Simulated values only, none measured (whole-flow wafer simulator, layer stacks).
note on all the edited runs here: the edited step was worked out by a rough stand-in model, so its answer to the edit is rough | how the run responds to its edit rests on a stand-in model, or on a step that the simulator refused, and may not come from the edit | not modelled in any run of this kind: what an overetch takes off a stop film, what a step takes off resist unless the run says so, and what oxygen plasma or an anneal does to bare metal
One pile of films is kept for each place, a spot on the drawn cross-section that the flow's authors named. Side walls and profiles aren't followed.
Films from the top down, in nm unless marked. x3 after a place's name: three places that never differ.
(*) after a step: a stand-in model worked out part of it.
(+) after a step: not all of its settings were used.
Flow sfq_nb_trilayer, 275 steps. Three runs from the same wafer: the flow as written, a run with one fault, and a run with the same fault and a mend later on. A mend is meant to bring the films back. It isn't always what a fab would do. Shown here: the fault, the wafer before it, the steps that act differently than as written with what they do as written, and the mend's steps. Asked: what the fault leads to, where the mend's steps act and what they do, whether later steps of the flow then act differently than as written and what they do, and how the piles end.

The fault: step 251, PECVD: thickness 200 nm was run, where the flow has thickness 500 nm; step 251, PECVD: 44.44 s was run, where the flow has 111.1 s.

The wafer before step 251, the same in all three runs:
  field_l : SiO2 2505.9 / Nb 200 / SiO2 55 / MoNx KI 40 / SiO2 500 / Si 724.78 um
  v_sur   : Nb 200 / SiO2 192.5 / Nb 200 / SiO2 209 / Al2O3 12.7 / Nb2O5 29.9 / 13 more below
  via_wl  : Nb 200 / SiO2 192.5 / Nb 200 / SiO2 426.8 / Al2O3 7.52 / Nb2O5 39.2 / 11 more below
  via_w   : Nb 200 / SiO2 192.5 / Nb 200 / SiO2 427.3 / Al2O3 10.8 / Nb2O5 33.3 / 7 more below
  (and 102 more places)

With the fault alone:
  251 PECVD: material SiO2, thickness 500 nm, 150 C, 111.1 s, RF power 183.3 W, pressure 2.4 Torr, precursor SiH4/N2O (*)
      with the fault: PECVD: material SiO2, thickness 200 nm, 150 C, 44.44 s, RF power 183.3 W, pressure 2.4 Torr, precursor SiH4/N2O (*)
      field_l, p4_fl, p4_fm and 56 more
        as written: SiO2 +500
        with the fault: SiO2 +200
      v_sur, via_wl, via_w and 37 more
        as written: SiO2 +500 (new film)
        with the fault: SiO2 +200 (new film)
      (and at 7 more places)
  Later steps of the flow that act differently than as written (3 more steps differ only slightly, by at most 2% or 0.5 nm, whichever is larger, and aren't shown):
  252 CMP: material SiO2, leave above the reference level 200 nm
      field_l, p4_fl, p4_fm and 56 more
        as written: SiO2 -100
        with the fault: nothing
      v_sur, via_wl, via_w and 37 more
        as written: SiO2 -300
        with the fault: nothing
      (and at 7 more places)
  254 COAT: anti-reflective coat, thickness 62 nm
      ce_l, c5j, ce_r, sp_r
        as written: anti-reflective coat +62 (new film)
        with the fault: anti-reflective coat +52.9 (new film)
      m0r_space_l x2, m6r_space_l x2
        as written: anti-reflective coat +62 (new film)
        with the fault: anti-reflective coat +81.5 (new film)
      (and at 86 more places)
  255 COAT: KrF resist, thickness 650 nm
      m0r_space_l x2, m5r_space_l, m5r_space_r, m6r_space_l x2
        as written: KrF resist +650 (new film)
        with the fault: KrF resist +677.3 (new film)
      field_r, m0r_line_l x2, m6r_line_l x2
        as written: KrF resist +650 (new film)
        with the fault: KrF resist +687.3 (new film)
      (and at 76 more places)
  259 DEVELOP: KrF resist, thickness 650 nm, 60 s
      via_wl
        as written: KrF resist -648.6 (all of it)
        with the fault: KrF resist -579 (all of it)
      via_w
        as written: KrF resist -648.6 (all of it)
        with the fault: KrF resist -590.2 (all of it)
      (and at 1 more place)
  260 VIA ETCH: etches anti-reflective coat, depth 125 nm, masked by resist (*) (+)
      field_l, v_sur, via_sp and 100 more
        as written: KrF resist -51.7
        with the fault: KrF resist -41.6
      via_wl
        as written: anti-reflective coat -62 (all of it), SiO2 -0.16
        with the fault: anti-reflective coat -49.5 (all of it), SiO2 -0.13
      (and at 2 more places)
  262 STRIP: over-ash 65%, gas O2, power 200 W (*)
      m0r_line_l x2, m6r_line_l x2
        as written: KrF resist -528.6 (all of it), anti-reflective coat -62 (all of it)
        with the fault: KrF resist -575.8 (all of it), anti-reflective coat -61.5 (all of it)
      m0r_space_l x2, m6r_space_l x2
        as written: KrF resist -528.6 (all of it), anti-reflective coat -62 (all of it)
        with the fault: KrF resist -565.9 (all of it), anti-reflective coat -81.5 (all of it)
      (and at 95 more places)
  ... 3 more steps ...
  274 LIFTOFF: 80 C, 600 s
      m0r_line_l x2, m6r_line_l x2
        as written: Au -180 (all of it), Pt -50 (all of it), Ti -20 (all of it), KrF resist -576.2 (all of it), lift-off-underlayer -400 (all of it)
        with the fault: Au -180 (all of it), Pt -50 (all of it), Ti -20 (all of it), KrF resist -596.3 (all of it), lift-off-underlayer -438.5 (all of it)
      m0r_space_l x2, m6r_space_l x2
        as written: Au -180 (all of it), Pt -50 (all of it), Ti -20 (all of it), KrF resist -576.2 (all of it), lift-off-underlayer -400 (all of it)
        with the fault: Au -180 (all of it), Pt -50 (all of it), Ti -20 (all of it), KrF resist -580.9 (all of it), lift-off-underlayer -457.4 (all of it)
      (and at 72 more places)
  At the end the piles differ from the flow's by more than 2% or 0.5 nm, whichever is larger, at field_l, via_v, field_r and 63 more.
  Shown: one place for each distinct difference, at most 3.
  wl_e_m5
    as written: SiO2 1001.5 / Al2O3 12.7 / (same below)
    with the fault: SiO2 801.5 / Al2O3 12.7 / (same below)
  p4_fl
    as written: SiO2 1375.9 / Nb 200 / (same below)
    with the fault: SiO2 1175.9 / Nb 200 / (same below)
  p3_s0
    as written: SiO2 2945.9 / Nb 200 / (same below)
    with the fault: SiO2 2745.9 / Nb 200 / (same below)

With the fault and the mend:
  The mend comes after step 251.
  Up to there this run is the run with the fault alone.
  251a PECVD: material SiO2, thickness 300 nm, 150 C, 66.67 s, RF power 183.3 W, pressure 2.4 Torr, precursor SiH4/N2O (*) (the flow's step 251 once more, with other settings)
      field_l, v_sur, via_wl and 96 more
        SiO2 +300
      field_r, lsp_l
        SiO2 +272.6
      l0_sur, l0v
        SiO2 +293.1
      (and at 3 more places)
  Later steps of the flow that act differently than as written:
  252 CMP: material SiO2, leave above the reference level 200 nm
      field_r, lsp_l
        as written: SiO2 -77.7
        with the mend: SiO2 -65.1
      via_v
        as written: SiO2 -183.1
        with the mend: SiO2 -157.1
  At the end the piles are the same as the flow's at every place that both follow.
